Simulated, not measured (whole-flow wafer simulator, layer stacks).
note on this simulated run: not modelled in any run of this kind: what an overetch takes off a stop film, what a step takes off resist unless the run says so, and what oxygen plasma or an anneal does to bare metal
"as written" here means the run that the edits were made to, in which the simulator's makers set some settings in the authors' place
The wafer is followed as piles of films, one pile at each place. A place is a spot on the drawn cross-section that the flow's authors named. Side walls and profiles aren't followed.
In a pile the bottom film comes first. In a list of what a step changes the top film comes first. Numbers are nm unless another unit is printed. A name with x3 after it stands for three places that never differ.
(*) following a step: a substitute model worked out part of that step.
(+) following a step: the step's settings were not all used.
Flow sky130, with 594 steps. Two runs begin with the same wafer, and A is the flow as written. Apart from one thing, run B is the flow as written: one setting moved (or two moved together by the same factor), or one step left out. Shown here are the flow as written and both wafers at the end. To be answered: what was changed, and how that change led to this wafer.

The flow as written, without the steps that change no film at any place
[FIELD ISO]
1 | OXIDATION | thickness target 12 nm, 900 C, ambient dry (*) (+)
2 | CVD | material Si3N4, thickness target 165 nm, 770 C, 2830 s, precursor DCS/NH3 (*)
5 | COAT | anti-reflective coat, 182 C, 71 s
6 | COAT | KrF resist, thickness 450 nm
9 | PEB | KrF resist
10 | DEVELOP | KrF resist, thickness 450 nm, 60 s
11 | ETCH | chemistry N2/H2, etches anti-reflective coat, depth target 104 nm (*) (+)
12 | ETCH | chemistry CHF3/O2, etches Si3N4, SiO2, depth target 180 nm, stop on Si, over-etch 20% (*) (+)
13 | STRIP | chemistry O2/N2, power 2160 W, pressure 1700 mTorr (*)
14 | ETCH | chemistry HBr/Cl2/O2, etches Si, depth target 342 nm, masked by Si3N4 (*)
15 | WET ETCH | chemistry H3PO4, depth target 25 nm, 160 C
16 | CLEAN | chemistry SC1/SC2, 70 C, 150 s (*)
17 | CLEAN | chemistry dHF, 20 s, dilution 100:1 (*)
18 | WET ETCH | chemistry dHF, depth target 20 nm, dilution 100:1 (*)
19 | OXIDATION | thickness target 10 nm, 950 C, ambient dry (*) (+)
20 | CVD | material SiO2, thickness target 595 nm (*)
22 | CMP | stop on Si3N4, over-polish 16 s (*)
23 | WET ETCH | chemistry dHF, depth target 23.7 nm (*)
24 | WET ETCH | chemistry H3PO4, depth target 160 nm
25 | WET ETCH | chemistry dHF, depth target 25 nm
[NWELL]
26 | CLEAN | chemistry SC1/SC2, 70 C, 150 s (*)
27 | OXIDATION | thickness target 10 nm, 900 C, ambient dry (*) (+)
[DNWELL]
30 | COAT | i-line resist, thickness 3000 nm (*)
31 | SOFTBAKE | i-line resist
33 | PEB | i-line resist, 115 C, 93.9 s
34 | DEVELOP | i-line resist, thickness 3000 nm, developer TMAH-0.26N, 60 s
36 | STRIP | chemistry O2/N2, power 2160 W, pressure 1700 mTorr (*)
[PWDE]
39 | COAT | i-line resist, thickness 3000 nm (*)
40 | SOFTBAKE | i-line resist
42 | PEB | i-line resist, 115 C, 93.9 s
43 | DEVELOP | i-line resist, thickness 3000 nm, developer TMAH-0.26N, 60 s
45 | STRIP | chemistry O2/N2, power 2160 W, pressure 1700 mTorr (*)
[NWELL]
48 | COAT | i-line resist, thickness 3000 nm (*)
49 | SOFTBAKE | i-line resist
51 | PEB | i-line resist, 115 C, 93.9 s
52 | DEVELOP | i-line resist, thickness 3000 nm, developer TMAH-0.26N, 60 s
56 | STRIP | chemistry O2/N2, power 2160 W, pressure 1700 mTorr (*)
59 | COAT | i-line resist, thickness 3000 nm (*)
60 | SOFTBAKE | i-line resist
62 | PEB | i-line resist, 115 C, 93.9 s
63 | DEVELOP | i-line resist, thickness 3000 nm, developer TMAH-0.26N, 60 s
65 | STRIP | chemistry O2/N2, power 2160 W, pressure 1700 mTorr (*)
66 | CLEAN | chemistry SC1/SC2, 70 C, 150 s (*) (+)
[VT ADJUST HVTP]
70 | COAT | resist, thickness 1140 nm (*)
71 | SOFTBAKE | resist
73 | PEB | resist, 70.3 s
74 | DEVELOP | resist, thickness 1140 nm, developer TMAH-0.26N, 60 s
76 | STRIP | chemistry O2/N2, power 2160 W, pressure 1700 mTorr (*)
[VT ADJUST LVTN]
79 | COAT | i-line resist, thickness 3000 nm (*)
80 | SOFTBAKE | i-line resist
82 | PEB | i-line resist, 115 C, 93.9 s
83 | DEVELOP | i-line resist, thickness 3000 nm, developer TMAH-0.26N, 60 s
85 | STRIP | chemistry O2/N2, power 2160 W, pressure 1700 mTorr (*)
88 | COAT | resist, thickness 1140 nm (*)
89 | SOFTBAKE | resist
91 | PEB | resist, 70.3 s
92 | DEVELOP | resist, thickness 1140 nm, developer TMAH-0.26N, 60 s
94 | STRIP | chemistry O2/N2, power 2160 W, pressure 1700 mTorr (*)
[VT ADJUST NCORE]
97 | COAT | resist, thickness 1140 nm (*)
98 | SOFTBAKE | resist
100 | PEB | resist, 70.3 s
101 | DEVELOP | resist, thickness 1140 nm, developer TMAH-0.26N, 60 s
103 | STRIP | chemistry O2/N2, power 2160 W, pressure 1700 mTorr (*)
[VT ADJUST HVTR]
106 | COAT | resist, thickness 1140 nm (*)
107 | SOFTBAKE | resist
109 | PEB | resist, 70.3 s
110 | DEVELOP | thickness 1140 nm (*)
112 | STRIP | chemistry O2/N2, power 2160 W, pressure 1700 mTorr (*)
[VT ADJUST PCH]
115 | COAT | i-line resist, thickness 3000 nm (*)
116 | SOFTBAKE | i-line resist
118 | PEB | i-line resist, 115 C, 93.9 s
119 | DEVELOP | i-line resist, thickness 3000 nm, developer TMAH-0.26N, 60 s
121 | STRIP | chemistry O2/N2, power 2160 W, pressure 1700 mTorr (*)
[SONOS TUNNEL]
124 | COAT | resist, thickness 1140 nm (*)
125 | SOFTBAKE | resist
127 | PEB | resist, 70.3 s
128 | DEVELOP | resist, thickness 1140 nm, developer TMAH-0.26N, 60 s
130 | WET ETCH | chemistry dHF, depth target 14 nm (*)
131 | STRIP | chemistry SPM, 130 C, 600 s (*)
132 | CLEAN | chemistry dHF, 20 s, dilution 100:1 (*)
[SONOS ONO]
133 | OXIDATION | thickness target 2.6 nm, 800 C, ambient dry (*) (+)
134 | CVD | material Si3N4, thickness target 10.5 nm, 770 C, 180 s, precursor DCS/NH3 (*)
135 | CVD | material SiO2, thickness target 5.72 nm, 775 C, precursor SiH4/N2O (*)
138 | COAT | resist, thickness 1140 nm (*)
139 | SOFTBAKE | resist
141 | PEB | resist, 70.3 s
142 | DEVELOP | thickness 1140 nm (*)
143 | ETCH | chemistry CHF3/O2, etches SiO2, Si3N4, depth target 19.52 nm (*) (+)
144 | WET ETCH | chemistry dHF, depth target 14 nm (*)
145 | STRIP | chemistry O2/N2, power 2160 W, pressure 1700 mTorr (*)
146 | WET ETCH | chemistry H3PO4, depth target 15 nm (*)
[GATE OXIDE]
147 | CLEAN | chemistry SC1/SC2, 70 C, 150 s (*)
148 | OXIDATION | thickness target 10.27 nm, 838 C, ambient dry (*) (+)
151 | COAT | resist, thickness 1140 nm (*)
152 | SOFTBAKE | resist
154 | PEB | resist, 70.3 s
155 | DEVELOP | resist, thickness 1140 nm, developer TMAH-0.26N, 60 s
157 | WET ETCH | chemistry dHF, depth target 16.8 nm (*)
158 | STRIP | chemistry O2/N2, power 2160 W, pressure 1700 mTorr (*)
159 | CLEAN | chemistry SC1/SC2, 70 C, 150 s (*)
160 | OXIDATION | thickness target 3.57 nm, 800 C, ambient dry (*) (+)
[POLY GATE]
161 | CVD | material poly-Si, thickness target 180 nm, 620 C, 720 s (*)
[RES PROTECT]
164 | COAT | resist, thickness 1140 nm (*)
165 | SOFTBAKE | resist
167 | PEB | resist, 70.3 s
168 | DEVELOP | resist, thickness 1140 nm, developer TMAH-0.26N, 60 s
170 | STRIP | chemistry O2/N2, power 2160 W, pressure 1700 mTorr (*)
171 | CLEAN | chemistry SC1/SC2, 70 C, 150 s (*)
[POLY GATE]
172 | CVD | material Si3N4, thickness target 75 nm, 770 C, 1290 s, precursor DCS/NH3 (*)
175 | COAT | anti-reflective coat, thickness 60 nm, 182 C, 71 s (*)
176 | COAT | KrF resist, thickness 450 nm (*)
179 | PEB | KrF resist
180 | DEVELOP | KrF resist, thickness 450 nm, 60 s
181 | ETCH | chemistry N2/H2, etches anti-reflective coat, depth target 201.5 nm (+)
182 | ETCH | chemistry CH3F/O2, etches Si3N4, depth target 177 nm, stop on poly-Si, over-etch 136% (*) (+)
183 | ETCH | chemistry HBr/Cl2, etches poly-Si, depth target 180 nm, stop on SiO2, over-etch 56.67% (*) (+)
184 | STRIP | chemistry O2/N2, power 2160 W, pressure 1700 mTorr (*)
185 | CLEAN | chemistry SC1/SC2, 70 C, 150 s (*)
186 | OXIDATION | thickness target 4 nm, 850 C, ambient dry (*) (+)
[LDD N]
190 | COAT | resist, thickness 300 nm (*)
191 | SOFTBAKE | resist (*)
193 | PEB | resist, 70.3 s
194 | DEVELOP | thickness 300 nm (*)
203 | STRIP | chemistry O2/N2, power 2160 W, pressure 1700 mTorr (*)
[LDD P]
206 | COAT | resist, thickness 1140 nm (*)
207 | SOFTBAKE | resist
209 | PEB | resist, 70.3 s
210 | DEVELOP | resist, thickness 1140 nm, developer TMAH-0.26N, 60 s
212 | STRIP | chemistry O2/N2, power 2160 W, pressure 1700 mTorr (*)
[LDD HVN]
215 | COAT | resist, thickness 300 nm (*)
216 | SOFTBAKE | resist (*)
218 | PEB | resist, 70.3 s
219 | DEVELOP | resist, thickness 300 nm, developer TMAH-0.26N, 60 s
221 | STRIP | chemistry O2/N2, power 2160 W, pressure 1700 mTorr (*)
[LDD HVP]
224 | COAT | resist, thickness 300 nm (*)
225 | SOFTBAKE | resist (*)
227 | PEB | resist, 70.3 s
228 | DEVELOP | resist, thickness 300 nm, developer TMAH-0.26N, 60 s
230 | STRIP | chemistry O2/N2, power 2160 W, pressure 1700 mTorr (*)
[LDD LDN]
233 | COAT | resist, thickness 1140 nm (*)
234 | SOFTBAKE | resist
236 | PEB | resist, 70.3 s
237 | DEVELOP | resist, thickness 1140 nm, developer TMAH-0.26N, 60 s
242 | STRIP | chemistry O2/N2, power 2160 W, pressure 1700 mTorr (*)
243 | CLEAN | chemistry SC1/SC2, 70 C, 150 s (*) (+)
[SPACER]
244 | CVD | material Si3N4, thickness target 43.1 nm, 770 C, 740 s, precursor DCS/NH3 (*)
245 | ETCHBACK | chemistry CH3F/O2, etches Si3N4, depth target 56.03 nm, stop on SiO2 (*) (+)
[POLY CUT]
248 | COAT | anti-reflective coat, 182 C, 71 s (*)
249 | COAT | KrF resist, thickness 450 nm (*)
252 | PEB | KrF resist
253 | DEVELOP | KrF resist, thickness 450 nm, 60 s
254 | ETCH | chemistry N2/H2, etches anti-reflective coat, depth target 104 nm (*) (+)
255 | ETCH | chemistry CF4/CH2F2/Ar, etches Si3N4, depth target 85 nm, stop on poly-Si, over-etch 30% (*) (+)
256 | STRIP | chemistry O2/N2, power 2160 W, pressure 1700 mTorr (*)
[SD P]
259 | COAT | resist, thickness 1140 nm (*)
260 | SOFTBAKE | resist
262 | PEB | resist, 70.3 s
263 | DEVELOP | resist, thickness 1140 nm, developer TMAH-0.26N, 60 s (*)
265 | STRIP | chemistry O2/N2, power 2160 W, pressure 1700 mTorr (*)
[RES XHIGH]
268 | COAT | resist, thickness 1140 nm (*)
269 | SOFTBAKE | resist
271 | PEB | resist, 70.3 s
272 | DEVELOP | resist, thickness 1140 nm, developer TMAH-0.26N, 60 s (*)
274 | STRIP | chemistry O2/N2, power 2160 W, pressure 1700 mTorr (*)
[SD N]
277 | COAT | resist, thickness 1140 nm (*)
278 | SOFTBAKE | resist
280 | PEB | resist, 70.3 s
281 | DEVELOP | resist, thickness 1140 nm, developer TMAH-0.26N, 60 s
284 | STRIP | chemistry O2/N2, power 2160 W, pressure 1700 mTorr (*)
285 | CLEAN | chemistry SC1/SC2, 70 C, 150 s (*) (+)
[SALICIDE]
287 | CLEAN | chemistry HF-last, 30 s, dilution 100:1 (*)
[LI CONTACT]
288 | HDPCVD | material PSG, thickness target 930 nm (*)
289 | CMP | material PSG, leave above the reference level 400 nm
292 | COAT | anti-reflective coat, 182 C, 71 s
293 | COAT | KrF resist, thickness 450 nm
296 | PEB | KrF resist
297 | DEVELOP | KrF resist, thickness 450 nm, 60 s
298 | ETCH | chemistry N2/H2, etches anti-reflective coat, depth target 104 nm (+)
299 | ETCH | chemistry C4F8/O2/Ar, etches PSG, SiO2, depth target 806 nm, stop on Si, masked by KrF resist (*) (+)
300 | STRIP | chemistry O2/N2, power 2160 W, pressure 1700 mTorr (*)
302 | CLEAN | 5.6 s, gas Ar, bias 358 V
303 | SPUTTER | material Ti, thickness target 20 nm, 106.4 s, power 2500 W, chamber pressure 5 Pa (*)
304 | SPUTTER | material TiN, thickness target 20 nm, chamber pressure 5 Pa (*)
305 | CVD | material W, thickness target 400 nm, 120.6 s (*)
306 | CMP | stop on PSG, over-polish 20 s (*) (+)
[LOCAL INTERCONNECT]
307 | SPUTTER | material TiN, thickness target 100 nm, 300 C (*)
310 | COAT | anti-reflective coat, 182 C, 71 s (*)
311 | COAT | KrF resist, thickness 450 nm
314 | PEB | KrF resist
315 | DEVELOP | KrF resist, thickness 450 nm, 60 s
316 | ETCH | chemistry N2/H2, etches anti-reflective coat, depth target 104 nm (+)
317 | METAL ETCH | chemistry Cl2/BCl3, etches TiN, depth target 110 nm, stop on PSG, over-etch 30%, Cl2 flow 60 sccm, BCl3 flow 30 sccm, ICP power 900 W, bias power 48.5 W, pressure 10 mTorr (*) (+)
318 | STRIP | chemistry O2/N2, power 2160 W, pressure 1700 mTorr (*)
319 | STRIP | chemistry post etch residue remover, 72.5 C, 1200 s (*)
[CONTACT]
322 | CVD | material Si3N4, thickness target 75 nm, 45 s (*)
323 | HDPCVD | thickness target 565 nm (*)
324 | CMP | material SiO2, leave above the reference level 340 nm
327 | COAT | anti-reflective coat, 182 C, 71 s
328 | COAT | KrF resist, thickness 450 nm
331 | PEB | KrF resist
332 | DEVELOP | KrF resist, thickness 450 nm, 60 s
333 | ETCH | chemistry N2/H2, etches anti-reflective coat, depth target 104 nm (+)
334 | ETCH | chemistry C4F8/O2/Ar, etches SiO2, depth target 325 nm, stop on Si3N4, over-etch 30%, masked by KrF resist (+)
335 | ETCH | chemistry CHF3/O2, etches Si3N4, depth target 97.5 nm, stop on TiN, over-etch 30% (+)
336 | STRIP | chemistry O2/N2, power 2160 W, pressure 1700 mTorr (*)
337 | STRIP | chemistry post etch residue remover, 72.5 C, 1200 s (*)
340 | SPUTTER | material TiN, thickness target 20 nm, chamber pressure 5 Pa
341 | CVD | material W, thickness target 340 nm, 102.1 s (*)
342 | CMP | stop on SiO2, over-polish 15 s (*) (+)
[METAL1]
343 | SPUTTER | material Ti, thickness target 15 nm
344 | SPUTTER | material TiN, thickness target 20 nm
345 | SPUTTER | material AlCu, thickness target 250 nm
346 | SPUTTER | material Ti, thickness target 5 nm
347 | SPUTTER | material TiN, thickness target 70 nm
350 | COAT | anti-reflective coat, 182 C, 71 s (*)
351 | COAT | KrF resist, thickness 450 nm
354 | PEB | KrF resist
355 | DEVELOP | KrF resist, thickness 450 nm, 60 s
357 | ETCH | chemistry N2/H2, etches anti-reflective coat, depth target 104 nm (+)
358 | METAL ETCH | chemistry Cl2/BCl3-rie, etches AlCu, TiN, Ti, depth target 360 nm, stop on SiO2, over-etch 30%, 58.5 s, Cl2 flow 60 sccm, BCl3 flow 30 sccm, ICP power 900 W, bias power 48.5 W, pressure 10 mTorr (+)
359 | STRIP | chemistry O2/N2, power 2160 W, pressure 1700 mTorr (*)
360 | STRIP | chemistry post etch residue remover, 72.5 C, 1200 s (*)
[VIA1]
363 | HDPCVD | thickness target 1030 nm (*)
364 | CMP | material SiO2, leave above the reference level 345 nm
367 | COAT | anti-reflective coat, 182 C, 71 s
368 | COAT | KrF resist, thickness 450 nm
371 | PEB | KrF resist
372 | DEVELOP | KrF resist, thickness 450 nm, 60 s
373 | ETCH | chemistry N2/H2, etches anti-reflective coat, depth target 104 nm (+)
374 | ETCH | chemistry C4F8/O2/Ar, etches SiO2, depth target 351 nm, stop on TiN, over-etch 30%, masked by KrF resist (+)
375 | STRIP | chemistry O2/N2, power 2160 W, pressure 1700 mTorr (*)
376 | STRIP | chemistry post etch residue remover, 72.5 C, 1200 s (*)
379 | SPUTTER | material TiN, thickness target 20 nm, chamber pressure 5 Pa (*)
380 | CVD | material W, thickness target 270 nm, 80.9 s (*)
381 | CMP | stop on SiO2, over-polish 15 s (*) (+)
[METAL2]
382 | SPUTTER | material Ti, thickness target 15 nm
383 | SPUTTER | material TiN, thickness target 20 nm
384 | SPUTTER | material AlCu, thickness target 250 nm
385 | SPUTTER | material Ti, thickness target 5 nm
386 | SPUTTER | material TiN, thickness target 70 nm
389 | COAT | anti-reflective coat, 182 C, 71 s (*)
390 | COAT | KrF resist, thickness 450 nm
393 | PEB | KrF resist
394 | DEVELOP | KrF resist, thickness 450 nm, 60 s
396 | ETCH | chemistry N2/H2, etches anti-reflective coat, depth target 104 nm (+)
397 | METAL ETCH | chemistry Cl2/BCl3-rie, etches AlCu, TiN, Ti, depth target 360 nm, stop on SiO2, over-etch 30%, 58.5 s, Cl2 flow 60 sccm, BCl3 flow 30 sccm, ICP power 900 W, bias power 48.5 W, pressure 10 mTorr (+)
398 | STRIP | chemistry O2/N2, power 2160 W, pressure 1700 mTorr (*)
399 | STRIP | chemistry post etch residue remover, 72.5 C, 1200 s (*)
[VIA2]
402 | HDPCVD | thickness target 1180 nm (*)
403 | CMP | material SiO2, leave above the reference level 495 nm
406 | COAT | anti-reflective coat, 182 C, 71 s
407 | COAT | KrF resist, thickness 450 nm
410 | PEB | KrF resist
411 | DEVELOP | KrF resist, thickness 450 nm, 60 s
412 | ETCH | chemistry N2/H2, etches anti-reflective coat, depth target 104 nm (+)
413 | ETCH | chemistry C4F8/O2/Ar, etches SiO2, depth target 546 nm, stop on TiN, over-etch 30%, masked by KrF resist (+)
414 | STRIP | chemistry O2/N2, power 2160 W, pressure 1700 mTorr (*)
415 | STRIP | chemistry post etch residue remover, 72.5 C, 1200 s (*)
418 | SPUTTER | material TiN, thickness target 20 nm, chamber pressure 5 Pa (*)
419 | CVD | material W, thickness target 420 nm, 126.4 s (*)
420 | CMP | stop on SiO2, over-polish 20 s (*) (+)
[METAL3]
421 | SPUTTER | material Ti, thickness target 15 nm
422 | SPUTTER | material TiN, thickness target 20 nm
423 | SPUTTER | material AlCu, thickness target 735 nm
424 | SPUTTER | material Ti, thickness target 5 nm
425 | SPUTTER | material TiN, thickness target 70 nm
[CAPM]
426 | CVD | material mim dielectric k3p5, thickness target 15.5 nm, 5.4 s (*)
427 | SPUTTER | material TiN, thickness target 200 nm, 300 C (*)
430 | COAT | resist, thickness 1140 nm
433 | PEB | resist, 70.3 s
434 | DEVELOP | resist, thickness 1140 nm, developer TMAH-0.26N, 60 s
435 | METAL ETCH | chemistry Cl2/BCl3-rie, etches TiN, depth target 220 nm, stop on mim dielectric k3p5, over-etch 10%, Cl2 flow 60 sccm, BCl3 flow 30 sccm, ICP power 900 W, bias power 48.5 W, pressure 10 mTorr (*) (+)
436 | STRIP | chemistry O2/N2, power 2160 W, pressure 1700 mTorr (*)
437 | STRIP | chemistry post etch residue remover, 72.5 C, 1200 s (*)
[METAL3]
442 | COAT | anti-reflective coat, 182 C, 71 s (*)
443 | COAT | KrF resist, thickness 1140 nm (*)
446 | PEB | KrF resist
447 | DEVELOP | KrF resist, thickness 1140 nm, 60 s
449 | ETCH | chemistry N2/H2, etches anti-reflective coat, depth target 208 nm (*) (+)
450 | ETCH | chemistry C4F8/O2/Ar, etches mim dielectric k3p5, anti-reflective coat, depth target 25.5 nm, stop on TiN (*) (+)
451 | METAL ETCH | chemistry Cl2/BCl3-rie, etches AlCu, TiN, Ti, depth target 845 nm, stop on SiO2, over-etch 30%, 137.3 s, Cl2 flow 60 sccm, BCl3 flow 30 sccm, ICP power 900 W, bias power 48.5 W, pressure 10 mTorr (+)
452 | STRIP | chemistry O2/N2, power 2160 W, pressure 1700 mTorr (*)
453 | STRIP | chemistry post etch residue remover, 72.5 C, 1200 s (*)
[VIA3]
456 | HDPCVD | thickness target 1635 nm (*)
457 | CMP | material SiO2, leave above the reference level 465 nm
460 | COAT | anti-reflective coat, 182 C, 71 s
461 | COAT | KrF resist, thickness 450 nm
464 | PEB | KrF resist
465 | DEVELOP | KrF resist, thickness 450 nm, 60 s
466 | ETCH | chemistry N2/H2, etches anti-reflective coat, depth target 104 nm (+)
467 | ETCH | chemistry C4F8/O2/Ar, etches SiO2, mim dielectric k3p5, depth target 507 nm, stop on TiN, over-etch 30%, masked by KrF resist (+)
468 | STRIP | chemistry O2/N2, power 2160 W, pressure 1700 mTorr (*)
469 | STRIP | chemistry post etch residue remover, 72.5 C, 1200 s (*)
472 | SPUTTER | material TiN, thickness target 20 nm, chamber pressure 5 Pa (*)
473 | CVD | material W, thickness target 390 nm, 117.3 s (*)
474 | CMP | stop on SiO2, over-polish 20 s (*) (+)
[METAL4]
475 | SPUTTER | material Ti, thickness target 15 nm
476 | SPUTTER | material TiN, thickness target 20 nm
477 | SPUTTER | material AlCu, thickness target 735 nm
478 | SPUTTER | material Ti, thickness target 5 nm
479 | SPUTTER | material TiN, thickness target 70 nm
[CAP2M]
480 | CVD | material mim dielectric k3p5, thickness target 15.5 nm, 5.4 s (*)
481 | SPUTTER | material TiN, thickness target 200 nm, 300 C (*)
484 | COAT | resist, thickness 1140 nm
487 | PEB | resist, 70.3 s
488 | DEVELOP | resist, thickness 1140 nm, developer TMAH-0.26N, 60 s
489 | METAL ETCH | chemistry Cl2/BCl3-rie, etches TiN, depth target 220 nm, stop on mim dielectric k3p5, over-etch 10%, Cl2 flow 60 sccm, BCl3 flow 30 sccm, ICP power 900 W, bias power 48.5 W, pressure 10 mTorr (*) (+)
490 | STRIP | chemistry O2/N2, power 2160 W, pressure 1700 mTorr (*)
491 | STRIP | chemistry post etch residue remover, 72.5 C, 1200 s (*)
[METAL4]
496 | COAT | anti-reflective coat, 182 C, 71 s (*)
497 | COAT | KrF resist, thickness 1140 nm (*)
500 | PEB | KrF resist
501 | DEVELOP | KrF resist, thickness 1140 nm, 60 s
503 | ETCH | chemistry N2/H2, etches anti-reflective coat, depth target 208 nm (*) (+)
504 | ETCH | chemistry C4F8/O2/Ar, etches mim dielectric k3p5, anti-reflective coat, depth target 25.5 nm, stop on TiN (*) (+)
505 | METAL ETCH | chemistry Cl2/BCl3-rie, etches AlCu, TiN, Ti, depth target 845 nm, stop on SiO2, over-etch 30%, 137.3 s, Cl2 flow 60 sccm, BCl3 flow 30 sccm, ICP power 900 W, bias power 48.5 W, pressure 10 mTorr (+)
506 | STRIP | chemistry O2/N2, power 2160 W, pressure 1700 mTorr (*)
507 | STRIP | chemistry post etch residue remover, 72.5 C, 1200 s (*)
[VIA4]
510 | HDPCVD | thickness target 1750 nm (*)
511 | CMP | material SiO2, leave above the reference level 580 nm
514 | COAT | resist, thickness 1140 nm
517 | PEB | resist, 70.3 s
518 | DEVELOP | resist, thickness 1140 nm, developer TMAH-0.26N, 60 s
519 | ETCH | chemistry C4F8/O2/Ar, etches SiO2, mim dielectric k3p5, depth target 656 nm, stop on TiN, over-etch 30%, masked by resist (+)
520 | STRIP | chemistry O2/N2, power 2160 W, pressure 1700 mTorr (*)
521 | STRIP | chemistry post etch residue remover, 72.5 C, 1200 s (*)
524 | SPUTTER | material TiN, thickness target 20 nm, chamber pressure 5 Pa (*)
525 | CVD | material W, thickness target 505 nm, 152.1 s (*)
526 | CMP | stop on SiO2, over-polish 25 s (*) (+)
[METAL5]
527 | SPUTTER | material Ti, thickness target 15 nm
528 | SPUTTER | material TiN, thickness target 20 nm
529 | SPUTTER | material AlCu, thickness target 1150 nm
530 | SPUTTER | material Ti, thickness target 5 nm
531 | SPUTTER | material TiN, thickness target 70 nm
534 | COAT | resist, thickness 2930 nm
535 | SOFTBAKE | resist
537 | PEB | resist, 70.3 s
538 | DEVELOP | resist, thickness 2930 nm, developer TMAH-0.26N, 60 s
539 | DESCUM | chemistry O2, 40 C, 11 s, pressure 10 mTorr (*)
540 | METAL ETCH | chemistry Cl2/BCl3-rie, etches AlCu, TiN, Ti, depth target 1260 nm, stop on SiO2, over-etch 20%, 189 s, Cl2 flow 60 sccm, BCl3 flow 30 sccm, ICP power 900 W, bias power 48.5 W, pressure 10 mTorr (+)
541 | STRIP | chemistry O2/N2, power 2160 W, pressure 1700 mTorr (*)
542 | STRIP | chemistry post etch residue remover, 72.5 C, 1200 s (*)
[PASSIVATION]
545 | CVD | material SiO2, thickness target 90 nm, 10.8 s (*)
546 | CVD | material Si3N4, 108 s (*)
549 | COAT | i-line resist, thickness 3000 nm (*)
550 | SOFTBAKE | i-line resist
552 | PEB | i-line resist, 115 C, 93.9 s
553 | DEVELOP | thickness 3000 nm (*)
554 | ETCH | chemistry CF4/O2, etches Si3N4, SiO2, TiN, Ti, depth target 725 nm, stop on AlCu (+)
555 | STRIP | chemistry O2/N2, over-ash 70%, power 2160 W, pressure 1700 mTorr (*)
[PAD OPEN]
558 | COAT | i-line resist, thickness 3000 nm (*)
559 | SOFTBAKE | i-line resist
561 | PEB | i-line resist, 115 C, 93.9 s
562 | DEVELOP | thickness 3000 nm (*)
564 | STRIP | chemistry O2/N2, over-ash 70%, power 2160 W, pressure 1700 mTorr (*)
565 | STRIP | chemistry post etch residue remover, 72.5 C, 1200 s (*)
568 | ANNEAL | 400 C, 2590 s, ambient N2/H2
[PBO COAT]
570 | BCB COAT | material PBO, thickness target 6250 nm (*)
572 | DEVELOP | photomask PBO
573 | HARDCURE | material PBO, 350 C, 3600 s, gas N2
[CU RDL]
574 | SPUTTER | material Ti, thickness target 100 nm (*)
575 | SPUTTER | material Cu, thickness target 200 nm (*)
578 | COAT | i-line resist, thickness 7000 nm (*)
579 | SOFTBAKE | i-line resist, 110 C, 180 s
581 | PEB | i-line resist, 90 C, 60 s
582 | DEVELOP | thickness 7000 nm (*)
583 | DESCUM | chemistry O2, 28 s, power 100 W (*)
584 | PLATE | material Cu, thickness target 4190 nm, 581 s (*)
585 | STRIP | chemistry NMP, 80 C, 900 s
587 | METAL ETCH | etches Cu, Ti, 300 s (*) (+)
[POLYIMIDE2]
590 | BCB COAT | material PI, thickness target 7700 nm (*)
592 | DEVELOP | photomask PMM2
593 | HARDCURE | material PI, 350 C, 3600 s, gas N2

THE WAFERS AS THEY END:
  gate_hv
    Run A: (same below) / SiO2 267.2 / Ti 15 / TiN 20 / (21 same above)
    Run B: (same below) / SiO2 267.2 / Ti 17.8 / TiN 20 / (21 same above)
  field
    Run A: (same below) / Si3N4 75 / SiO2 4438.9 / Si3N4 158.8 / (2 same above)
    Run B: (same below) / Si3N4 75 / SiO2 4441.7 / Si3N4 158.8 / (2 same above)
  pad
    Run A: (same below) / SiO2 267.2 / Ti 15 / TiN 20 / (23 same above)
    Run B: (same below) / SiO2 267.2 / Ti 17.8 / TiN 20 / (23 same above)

The reason: step 382, SPUTTER: thickness target 17.8 nm was run, whereas the flow has thickness target 15 nm.
The wafer lets one read it off: gate_hv has Ti 17.8, and step 382 as written asks for 15 nm.

How this came from the change, step by step:
  382 | SPUTTER | material Ti, thickness target 15 nm
      field, active, n_well and 188 more: A Ti gains 15 (new film) | B Ti gains 17.8 (new film)
  397 | METAL ETCH | chemistry Cl2/BCl3-rie, etches AlCu, TiN, Ti, depth target 360 nm, stop on SiO2, over-etch 30%, 58.5 s, Cl2 flow 60 sccm, BCl3 flow 30 sccm, ICP power 900 W, bias power 48.5 W, pressure 10 mTorr (+)
      field, active, gate and 82 more: A TiN loses 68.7 (all of it), Ti loses 5 (all of it), AlCu loses 250 (all of it), TiN loses 20 (all of it), Ti loses 15 (all of it), SiO2 loses 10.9 | B TiN loses 68.7 (all of it), Ti loses 5 (all of it), AlCu loses 250 (all of it), TiN loses 20 (all of it), Ti loses 17.8 (all of it), SiO2 loses 10.7
